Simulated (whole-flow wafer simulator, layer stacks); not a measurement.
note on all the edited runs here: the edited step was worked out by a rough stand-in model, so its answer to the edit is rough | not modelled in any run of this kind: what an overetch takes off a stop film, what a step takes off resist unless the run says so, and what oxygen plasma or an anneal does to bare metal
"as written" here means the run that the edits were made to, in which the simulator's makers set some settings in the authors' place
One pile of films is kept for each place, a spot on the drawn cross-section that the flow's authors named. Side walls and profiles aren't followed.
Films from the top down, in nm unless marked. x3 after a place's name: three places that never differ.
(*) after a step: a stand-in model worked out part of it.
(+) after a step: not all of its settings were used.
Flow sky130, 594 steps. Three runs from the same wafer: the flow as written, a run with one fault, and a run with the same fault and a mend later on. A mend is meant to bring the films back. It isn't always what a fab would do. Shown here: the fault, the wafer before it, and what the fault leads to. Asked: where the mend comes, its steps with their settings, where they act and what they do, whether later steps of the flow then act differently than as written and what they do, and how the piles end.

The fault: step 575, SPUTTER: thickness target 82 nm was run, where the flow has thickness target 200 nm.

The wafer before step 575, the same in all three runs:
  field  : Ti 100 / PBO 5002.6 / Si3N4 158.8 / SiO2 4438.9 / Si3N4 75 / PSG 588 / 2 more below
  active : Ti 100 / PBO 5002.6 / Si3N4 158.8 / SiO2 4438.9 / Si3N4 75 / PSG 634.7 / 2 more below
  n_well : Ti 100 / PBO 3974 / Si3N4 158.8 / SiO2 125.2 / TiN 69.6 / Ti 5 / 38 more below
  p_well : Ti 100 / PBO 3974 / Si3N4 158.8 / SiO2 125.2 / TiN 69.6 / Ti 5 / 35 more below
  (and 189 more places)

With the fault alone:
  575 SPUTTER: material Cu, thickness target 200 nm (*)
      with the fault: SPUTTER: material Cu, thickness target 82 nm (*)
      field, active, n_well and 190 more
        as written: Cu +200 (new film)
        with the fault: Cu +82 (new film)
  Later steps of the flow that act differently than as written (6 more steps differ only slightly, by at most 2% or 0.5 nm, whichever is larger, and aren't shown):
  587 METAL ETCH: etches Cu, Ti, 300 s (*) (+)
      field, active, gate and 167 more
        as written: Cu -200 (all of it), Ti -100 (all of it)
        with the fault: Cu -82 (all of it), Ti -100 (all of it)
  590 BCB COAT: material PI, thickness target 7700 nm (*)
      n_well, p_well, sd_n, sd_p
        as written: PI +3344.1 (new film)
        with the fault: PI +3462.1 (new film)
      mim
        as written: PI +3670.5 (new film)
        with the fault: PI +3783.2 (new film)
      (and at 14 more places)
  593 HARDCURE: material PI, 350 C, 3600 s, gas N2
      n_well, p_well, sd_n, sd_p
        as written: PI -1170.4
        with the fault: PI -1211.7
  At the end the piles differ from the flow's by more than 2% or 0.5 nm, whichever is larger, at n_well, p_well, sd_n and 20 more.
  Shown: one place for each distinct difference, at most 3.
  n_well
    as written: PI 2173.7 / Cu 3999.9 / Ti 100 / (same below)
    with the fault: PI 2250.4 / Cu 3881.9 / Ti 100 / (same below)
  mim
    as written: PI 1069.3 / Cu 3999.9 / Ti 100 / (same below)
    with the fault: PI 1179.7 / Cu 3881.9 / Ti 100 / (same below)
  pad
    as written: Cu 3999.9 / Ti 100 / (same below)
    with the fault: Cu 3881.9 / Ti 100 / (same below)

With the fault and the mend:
  The mend comes after step 582.
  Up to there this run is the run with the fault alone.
  582a STRIP: chemistry NMP, 80 C, 900 s
      wcut_nhv, wcut_phv, wcut_fox_pw and 23 more
        i-line resist -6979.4 (all of it)
      mim_edge_plate_strap, mim_edge_plate, mim_edge_gap, mim_edge_gap_sheet, vpp_l1ln, dnw_fox
        i-line resist -6980.8 (all of it)
      gate_len, gate_lvt_sd_len, gate_p_sd_len, gate_p_hvt_sd_len, gate_p_lvt_sd_len, gate_len_250
        i-line resist -6982 (all of it)
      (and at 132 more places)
  582b SPUTTER: material Cu, thickness target 118 nm (*) (the flow's step 575 once more, with other settings)
      field, active, n_well and 190 more
        Cu +118
  582c HMDS: 120 C, 60 s (the flow's step 577 once more)
      changes no film at any place that is followed
  582d COAT: i-line resist, thickness 7000 nm (*) (the flow's step 578 once more)
      dice_street, wcut_nhv, wcut_phv and 18 more
        i-line resist +7000 (new film)
      poly_ln, iso_pw_fox, gate_lvt_sd, active_lvt, spacer_lvt, sonos_sd, sonos_cell_x, sonos_guard_x
        i-line resist +7003.2 (new film)
      vpp_iso2, mim_edge_plate_strap, mim_edge_plate, mim_edge_gap, mim_edge_gap_sheet, gate_hv_nvt, de16_nw_sti
        i-line resist +7001.4 (new film)
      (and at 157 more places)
  582e SOFTBAKE: i-line resist, 110 C, 180 s (the flow's step 579 once more)
      de16_gate_pw, de16_pw_fp, de16_pw_sti, de16_psrc_nw
        i-line resist -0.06
      field, active_lvt
        i-line resist +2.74
      mim, vcap_hvt
        i-line resist -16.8
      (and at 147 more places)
  582f EXPOSE: photomask CU1M (the flow's step 580 once more)
      changes no film at any place that is followed
  582g PEB: i-line resist, 90 C, 60 s (the flow's step 581 once more)
      field, active, n_well and 134 more
        i-line resist -0.07
      pad
        i-line resist -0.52
  582h DEVELOP: thickness 7000 nm (*) (the flow's step 582 once more)
      field, active, gate and 167 more
        i-line resist -20.6
      n_well, p_well, sd_n, sd_p
        i-line resist -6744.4 (all of it)
      dep_nw_sti, dep_ntap_nw, de16_nw_sti
        i-line resist -7000.7 (all of it)
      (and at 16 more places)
  No later step of the flow acts differently than as written at any place that is followed.
  At the end the piles are the same as the flow's at every place that both follow.
